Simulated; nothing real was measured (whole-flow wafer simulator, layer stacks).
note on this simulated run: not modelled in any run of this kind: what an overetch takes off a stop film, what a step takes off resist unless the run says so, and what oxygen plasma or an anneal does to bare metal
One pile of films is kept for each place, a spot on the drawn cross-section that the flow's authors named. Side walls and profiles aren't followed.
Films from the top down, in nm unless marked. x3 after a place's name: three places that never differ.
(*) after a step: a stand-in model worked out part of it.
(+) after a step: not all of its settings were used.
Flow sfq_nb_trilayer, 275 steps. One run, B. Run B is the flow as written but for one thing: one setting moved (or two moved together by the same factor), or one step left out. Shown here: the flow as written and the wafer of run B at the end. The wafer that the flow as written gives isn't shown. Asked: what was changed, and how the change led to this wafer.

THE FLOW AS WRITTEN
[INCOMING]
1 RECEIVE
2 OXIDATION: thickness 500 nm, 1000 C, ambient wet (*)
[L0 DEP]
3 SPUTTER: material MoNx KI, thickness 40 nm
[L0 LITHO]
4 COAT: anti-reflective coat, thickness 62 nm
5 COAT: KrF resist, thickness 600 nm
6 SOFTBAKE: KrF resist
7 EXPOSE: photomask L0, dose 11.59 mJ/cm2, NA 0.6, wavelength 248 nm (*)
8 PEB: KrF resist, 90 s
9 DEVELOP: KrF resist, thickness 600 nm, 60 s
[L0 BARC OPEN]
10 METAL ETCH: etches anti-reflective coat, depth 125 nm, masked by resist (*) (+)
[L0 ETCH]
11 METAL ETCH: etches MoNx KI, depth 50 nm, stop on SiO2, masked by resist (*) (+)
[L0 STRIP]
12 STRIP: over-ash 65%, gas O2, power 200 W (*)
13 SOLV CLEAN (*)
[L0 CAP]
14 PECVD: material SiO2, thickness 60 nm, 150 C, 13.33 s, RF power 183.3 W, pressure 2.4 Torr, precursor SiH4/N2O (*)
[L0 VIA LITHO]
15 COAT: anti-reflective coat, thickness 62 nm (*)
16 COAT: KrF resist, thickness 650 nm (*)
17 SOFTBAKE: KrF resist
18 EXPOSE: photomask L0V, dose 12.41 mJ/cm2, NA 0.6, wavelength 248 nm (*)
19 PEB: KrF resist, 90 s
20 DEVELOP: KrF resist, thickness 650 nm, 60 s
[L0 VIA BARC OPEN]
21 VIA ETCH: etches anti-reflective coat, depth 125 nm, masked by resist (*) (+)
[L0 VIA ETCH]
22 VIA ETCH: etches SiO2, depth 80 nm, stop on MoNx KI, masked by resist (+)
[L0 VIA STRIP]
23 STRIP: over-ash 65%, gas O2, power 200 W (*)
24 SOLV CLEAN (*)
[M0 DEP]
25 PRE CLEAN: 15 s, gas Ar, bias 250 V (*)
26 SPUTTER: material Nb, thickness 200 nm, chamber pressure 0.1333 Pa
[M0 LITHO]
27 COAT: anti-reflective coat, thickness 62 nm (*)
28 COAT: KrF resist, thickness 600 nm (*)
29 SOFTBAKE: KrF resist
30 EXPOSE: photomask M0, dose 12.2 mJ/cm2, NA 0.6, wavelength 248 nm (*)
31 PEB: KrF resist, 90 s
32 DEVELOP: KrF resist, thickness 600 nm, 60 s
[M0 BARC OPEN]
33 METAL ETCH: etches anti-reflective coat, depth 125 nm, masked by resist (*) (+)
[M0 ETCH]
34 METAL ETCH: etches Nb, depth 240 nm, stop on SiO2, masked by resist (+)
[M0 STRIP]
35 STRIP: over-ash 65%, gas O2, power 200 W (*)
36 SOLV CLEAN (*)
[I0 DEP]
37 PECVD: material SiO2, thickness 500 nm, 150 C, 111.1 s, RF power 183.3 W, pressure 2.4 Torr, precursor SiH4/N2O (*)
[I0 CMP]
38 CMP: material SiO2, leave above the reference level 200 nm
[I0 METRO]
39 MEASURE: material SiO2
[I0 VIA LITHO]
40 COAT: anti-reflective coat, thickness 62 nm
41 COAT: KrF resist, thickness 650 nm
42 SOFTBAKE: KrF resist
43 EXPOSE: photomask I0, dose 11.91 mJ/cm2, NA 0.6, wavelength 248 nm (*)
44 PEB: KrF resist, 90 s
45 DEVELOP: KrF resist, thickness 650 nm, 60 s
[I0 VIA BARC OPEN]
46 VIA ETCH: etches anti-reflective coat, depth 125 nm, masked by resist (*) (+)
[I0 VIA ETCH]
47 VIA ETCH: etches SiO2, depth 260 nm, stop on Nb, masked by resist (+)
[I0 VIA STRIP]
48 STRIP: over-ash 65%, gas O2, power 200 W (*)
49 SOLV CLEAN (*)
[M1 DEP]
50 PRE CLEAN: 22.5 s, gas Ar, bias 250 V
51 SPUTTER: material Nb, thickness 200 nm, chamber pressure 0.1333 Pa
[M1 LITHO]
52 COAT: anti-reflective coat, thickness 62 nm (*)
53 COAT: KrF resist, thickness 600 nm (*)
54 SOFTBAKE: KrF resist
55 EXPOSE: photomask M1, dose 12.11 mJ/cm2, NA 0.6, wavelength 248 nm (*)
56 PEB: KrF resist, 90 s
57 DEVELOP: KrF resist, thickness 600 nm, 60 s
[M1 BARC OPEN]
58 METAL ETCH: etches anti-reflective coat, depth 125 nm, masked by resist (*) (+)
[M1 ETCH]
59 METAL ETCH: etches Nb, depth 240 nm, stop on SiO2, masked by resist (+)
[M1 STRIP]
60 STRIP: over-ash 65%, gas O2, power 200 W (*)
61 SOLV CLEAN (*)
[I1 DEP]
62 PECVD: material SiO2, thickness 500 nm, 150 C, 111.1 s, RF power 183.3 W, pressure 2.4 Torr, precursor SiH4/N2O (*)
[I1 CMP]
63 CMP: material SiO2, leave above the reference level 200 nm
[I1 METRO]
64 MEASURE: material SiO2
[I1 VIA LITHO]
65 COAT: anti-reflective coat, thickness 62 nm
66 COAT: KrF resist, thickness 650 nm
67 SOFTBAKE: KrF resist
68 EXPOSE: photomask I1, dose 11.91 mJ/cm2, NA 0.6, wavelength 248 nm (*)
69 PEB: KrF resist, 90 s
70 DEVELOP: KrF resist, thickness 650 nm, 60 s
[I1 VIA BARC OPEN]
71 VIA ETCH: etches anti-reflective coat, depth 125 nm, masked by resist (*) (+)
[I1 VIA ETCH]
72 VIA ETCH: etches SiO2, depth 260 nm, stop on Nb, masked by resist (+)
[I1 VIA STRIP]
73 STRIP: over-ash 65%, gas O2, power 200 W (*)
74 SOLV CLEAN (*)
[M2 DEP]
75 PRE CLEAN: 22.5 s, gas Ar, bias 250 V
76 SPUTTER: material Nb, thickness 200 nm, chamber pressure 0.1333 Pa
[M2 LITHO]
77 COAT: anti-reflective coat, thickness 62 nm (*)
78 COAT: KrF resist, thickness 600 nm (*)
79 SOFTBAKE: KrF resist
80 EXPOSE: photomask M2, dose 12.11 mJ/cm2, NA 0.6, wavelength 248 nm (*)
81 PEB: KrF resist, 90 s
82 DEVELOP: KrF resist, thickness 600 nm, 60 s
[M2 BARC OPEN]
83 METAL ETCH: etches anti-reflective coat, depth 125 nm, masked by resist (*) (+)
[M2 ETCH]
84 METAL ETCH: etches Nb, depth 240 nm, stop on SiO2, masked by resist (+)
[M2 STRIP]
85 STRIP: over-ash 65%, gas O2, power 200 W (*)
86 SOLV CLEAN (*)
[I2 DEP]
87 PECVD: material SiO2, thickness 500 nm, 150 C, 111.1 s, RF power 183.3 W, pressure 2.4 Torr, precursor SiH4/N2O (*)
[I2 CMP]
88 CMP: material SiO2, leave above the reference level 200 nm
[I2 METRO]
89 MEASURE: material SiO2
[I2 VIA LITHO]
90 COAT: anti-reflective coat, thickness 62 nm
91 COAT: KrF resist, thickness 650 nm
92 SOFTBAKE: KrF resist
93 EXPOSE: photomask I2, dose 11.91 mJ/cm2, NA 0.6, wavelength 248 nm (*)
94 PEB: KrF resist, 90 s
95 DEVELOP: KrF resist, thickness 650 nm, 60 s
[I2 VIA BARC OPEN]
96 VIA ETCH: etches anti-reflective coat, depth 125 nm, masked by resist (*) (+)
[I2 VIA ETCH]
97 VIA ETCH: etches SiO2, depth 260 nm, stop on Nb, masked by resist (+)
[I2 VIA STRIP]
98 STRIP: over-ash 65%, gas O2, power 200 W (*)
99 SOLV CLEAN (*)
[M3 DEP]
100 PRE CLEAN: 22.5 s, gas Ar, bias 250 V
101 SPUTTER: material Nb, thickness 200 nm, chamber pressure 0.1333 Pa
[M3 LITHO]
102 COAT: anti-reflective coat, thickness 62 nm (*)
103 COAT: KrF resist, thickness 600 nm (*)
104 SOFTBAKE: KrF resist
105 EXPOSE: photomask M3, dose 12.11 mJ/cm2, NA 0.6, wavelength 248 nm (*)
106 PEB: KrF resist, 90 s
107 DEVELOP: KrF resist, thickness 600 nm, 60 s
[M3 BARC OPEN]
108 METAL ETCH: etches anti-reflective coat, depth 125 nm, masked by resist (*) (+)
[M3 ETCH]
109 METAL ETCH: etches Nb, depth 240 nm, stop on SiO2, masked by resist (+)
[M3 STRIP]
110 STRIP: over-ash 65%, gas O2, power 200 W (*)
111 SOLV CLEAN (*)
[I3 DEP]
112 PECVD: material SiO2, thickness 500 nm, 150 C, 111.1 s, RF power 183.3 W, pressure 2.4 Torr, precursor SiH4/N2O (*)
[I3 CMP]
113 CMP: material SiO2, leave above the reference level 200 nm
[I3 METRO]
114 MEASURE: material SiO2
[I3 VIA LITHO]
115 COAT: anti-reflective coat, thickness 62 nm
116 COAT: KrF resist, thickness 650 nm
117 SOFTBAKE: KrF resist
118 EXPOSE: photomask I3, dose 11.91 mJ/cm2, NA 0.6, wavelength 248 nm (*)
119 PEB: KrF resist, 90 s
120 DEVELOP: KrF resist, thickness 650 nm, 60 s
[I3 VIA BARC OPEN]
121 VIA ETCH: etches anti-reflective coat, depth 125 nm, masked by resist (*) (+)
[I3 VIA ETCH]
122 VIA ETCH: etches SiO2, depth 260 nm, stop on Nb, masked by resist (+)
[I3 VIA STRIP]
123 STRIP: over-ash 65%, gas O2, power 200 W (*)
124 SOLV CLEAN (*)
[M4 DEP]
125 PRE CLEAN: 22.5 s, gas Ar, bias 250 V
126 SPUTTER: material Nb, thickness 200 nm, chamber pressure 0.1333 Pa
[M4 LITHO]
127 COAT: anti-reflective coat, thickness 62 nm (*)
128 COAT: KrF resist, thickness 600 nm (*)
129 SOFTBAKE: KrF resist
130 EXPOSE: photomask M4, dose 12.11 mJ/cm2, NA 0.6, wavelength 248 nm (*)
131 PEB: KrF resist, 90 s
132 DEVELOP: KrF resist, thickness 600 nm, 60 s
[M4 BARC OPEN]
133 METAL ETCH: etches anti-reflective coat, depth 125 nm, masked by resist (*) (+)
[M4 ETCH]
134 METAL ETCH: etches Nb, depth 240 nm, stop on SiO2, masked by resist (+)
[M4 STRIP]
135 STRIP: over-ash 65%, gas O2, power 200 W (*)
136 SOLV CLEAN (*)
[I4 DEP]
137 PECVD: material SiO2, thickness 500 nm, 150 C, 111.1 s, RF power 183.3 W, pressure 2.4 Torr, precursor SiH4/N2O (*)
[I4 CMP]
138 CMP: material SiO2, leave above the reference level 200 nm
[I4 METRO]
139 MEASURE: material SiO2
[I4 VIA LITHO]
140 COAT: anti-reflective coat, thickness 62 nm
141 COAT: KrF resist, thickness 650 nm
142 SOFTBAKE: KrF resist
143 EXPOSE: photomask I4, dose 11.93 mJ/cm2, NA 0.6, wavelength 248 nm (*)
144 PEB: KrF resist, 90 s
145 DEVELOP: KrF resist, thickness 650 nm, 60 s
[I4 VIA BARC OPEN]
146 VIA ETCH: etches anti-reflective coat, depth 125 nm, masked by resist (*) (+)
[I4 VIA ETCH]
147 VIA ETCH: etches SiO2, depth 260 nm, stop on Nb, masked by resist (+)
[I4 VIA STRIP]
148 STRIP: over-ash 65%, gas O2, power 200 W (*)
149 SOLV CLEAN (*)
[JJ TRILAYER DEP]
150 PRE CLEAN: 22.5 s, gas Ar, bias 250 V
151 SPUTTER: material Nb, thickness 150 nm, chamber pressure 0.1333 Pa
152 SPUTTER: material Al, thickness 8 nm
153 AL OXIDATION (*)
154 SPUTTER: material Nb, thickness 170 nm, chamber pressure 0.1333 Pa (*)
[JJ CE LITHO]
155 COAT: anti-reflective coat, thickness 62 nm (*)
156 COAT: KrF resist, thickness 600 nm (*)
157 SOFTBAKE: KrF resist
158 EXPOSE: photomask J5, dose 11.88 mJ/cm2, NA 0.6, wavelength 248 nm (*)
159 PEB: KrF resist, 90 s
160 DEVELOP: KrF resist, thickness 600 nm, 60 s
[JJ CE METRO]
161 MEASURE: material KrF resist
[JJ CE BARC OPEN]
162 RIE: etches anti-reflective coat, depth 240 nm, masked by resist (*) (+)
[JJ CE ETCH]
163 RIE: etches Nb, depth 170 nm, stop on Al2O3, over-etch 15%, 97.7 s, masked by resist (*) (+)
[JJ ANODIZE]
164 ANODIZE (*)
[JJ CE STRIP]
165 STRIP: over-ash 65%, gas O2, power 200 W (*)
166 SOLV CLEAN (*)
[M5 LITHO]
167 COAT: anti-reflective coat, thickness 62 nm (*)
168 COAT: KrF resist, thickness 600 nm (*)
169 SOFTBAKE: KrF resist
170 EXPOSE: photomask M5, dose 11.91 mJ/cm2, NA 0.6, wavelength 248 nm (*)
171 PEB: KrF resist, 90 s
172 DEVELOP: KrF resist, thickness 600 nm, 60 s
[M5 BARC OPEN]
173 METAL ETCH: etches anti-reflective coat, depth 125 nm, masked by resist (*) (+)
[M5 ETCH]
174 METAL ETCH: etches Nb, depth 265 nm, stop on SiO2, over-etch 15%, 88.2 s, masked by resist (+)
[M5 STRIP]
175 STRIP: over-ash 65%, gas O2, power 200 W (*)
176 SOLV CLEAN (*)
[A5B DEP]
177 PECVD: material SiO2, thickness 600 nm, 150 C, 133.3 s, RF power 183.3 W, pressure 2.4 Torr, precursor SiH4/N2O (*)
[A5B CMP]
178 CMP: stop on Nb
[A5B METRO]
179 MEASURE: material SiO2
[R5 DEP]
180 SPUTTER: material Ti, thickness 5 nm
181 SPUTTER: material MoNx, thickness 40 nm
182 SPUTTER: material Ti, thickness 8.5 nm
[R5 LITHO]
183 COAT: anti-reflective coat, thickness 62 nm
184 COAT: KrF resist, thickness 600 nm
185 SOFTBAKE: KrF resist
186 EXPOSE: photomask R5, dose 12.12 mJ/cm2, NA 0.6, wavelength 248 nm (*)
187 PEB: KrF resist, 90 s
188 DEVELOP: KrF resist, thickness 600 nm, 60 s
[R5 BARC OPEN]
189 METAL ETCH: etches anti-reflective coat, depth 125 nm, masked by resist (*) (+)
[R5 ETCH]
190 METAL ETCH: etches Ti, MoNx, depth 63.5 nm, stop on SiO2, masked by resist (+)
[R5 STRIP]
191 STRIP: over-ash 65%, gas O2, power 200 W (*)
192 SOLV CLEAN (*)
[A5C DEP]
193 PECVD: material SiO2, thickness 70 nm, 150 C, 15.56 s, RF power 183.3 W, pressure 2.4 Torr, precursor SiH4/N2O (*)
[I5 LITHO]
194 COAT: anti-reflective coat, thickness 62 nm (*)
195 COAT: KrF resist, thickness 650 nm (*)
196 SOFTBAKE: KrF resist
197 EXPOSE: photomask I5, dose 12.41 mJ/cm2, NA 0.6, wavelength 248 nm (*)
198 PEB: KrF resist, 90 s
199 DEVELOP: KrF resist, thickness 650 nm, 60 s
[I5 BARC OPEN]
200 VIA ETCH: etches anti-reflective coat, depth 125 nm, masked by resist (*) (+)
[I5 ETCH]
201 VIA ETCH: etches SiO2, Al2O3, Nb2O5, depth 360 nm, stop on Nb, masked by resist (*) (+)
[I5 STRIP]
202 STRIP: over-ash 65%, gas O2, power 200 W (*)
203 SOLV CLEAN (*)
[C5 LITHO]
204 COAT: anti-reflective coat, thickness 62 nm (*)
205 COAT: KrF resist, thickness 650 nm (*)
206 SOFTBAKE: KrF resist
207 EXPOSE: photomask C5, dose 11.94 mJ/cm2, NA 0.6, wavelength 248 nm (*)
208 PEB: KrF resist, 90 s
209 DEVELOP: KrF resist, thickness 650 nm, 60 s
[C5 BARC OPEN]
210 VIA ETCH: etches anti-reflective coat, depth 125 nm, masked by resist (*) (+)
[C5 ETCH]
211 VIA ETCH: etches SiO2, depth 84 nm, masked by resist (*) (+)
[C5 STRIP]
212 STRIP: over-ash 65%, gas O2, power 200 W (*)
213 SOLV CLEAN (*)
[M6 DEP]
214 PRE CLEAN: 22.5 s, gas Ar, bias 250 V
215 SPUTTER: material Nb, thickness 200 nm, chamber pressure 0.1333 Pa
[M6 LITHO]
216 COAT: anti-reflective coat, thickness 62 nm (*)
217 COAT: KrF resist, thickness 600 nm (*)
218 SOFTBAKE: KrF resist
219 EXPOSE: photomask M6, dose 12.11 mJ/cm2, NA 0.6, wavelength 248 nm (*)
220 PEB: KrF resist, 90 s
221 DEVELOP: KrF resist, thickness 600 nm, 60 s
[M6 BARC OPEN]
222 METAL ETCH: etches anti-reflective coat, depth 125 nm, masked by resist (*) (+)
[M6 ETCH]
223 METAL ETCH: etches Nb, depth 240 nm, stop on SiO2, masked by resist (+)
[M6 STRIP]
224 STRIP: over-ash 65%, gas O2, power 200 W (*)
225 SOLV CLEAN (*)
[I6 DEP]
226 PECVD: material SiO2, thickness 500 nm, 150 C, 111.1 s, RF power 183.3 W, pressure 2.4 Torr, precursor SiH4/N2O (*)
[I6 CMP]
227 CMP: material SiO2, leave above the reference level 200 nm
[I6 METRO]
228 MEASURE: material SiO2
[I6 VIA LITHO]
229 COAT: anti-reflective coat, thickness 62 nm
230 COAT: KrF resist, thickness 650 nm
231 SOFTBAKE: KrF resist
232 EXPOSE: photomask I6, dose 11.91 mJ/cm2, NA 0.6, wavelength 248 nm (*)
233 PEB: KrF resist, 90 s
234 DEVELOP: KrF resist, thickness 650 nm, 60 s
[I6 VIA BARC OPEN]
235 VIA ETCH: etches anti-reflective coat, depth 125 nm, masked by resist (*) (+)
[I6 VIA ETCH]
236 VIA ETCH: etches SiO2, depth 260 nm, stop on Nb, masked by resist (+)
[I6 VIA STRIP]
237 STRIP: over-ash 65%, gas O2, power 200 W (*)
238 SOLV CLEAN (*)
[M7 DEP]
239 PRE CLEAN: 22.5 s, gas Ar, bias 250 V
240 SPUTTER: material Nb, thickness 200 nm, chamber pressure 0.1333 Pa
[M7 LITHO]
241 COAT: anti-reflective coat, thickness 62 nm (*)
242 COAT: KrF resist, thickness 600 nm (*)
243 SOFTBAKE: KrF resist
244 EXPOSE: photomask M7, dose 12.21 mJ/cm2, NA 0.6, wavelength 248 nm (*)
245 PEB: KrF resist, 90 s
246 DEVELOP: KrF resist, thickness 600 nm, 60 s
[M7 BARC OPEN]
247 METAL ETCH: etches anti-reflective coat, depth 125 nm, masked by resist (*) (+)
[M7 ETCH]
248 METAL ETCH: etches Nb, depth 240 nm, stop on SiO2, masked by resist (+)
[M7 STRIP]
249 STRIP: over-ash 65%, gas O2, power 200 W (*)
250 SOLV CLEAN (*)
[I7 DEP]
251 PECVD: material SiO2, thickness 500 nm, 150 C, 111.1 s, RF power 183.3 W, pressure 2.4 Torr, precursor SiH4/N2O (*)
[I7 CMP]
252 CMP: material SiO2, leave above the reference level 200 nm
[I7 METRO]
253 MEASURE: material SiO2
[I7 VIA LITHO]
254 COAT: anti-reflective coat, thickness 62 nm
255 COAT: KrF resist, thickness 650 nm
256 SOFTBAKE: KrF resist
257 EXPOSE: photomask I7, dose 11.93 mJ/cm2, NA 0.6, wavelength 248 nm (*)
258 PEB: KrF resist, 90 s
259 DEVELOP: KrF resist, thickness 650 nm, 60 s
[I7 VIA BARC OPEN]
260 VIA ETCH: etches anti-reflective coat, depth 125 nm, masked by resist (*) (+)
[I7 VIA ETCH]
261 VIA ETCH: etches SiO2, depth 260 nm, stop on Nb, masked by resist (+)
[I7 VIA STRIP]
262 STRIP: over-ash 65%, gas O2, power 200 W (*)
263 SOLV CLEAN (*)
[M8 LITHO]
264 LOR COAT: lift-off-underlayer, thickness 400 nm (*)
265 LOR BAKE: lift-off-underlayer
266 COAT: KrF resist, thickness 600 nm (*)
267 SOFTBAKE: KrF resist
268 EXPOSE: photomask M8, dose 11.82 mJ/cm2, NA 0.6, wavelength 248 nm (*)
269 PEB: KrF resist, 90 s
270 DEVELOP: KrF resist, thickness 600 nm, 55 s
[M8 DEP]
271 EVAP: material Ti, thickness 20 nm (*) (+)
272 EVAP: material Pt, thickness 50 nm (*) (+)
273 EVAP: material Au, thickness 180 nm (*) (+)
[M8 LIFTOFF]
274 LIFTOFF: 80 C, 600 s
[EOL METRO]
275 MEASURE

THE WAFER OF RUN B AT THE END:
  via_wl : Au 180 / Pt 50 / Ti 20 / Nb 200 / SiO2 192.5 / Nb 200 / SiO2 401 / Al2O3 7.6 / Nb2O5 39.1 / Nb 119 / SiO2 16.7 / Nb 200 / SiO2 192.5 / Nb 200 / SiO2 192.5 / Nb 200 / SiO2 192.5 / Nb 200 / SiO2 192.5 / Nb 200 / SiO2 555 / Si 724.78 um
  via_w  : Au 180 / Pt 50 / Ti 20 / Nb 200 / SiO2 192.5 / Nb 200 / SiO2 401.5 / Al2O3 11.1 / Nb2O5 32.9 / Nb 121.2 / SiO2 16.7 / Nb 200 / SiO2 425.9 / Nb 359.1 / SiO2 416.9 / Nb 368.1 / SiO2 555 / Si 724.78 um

The cause: step 147, VIA ETCH: depth 175.6 nm was run, where the flow has depth 260 nm.

How the change led to this, step by step:
  147 VIA ETCH: etches SiO2, depth 260 nm, stop on Nb, masked by resist (+)
      via_wl, via_w, via_wr: SiO2 -175.6 (as written it would be: SiO2 -199.8 (all of it))
      field_l, v_sur, via_sp and 100 more: KrF resist -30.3 (as written it would be: KrF resist -44.8)
  148 STRIP: over-ash 65%, gas O2, power 200 W (*)
      field_l, v_sur, via_sp and 100 more: KrF resist -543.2 (all of it), anti-reflective coat -62 (all of it) (as written it would be: KrF resist -528.6 (all of it), anti-reflective coat -62 (all of it))
  150 PRE CLEAN: 22.5 s, gas Ar, bias 250 V
      via_wl, via_w, via_wr: SiO2 -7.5 (as written it would be: Nb -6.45)
  151 SPUTTER: material Nb, thickness 150 nm, chamber pressure 0.1333 Pa
      via_wl, via_w, via_wr: Nb +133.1 (new film) (as written it would be: Nb +130.4)
  154 SPUTTER: material Nb, thickness 170 nm, chamber pressure 0.1333 Pa (*)
      via_wl, via_wr: Nb +144.7 (new film) (as written it would be: Nb +140.7 (new film))
      via_w: Nb +145.1 (new film) (as written it would be: Nb +141 (new film))
  155 COAT: anti-reflective coat, thickness 62 nm (*)
      via_wl, via_wr: anti-reflective coat +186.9 (new film) (as written it would be: anti-reflective coat +209.4 (new film))
      v_sur: anti-reflective coat +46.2 (new film) (as written it would be: anti-reflective coat +45.1 (new film))
      (and at 1 more place)
  156 COAT: KrF resist, thickness 600 nm (*)
      via_w: KrF resist +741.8 (new film) (as written it would be: KrF resist +763.8 (new film))
  160 DEVELOP: KrF resist, thickness 600 nm, 60 s
      via_w: KrF resist -740.2 (all of it) (as written it would be: KrF resist -762.1 (all of it))
  162 RIE: etches anti-reflective coat, depth 240 nm, masked by resist (*) (+)
      ce_l, c5j, ce_r, wl_jj: KrF resist -186.9 (as written it would be: KrF resist -209.4)
      via_wl, via_wr: anti-reflective coat -186.9 (all of it) (as written it would be: anti-reflective coat -209.4 (all of it))
      (and at 2 more places)
  163 RIE: etches Nb, depth 170 nm, stop on Al2O3, over-etch 15%, 97.7 s, masked by resist (*) (+)
      via_wl, via_wr: Nb -144.7 (all of it), Al2O3 -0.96 (all of it) (as written it would be: Nb -140.7 (all of it), Al2O3 -0.96 (all of it))
      via_w: Nb -145.1 (all of it), Al2O3 -0.96 (all of it) (as written it would be: Nb -141 (all of it), Al2O3 -0.96 (all of it))
  165 STRIP: over-ash 65%, gas O2, power 200 W (*)
      ce_l: KrF resist -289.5 (all of it), anti-reflective coat -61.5 (all of it) (as written it would be: KrF resist -266.8 (all of it), anti-reflective coat -61.4 (all of it))
      c5j: KrF resist -289.5 (all of it), anti-reflective coat -61.5 (all of it) (as written it would be: KrF resist -266.9 (all of it), anti-reflective coat -61.5 (all of it))
      (and at 2 more places)
  167 COAT: anti-reflective coat, thickness 62 nm (*)
      via_wl: anti-reflective coat +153 (new film) (as written it would be: anti-reflective coat +170.5 (new film))
      via_wr: anti-reflective coat +153 (new film) (as written it would be: anti-reflective coat +170.6 (new film))
  168 COAT: KrF resist, thickness 600 nm (*)
      via_w: KrF resist +715.6 (new film) (as written it would be: KrF resist +732.6 (new film))
  175 STRIP: over-ash 65%, gas O2, power 200 W (*)
      via_wl: KrF resist -424.8 (all of it), anti-reflective coat -153 (all of it) (as written it would be: KrF resist -427 (all of it), anti-reflective coat -170.5 (all of it))
      via_w: KrF resist -486.5 (all of it), anti-reflective coat -82.7 (all of it) (as written it would be: KrF resist -503.5 (all of it), anti-reflective coat -84.1 (all of it))
      (and at 1 more place)
  178 CMP: stop on Nb
      via_wl, via_wr: SiO2 -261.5 (as written it would be: SiO2 -235.7)
      via_w: SiO2 -261 (as written it would be: SiO2 -235.2)
Counting metal films that touch as one body, via_wl has 8 bodies (between them, from the top down: SiO2 192.5; SiO2 401 / Al2O3 7.6 / Nb2O5 39.1; SiO2 16.7; SiO2 192.5; SiO2 192.5; SiO2 192.5; SiO2 192.5); the flow as written gives 7 bodies (between them, from the top down: SiO2 192.5; SiO2 426.8 / Al2O3 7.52 / Nb2O5 39.2; SiO2 192.5; SiO2 192.5; SiO2 192.5; SiO2 192.5).
Counting metal films that touch as one body, via_w has 6 bodies (between them, from the top down: SiO2 192.5; SiO2 401.5 / Al2O3 11.1 / Nb2O5 32.9; SiO2 16.7; SiO2 425.9; SiO2 416.9); the flow as written gives 5 bodies (between them, from the top down: SiO2 192.5; SiO2 427.3 / Al2O3 10.8 / Nb2O5 33.3; SiO2 425.9; SiO2 416.9).
